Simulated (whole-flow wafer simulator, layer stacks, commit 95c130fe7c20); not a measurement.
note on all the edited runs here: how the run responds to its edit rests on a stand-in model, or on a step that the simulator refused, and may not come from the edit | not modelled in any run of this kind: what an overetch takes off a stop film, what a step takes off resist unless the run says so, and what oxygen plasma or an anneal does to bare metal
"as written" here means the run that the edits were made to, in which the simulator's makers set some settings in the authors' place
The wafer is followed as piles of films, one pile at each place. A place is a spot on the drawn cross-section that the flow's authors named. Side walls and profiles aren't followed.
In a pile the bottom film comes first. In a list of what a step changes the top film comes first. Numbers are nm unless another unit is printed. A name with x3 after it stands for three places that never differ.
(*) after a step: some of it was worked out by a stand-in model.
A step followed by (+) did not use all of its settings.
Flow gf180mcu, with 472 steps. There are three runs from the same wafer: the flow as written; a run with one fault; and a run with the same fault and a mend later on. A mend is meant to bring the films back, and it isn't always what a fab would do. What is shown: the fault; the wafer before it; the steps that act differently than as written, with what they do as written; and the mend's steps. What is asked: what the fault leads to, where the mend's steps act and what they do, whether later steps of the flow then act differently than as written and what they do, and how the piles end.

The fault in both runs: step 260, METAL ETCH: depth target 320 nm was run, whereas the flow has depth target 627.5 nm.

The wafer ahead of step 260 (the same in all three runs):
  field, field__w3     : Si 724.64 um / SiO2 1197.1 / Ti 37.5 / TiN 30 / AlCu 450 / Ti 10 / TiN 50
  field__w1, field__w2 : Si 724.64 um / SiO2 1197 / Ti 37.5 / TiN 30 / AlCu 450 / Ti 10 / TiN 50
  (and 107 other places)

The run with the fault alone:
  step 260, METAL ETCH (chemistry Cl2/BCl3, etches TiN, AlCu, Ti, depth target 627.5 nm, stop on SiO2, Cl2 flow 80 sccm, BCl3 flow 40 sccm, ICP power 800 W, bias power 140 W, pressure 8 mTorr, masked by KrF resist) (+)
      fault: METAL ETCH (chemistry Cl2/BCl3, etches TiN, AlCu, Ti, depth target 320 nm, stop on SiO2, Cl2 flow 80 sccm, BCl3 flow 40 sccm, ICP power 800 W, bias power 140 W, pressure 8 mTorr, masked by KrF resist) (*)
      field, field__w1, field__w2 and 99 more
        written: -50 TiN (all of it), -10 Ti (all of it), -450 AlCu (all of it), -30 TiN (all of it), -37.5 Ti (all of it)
        fault: -50 TiN (all of it), -10 Ti (all of it), -260 AlCu
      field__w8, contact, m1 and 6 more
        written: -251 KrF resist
        fault: -128 KrF resist
  Later steps of the flow acting differently than as written:
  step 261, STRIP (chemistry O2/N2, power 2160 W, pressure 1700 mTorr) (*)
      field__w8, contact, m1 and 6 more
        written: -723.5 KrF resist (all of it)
        fault: -846.5 KrF resist (all of it)
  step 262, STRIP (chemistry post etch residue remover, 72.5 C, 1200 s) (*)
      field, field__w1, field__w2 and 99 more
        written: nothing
        fault: -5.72 AlCu
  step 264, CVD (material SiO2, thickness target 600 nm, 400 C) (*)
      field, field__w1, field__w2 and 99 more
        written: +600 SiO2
        fault: +600 SiO2 (new film)
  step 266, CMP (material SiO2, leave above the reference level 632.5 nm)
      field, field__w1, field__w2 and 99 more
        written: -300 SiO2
        fault: -551.8 SiO2
  The piles end different from the flow's at field, field__w1, field__w2 and 100 more by more than 2% or 0.5 nm, whichever is larger.
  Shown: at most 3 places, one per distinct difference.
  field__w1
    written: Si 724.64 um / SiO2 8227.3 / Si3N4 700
    fault: Si 724.64 um / SiO2 1197 / Ti 37.5 / TiN 30 / AlCu 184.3 / SiO2 6778.5 / Si3N4 700
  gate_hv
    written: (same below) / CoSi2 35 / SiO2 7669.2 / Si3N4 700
    fault: (same below) / CoSi2 35 / SiO2 638.9 / Ti 37.5 / TiN 30 / AlCu 184.3 / SiO2 6778.5 / Si3N4 700
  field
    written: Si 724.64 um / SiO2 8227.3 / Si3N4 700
    fault: Si 724.64 um / SiO2 1197.1 / Ti 37.5 / TiN 30 / AlCu 184.3 / SiO2 6778.5 / Si3N4 700

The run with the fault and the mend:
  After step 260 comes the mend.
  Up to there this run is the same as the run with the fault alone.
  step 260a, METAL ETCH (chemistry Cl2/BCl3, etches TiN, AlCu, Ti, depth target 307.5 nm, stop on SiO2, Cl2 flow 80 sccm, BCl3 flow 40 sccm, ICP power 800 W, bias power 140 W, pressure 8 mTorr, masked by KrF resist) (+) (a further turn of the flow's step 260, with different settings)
      field, field__w1, field__w2 and 99 more
        -190 AlCu (all of it), -30 TiN (all of it), -37.5 Ti (all of it)
      field__w8, contact, m1 and 6 more
        -123 KrF resist
  None of the later steps of the flow acts differently than as written at any place that is followed.
  At every place that both follow, the piles at the end match the flow's.
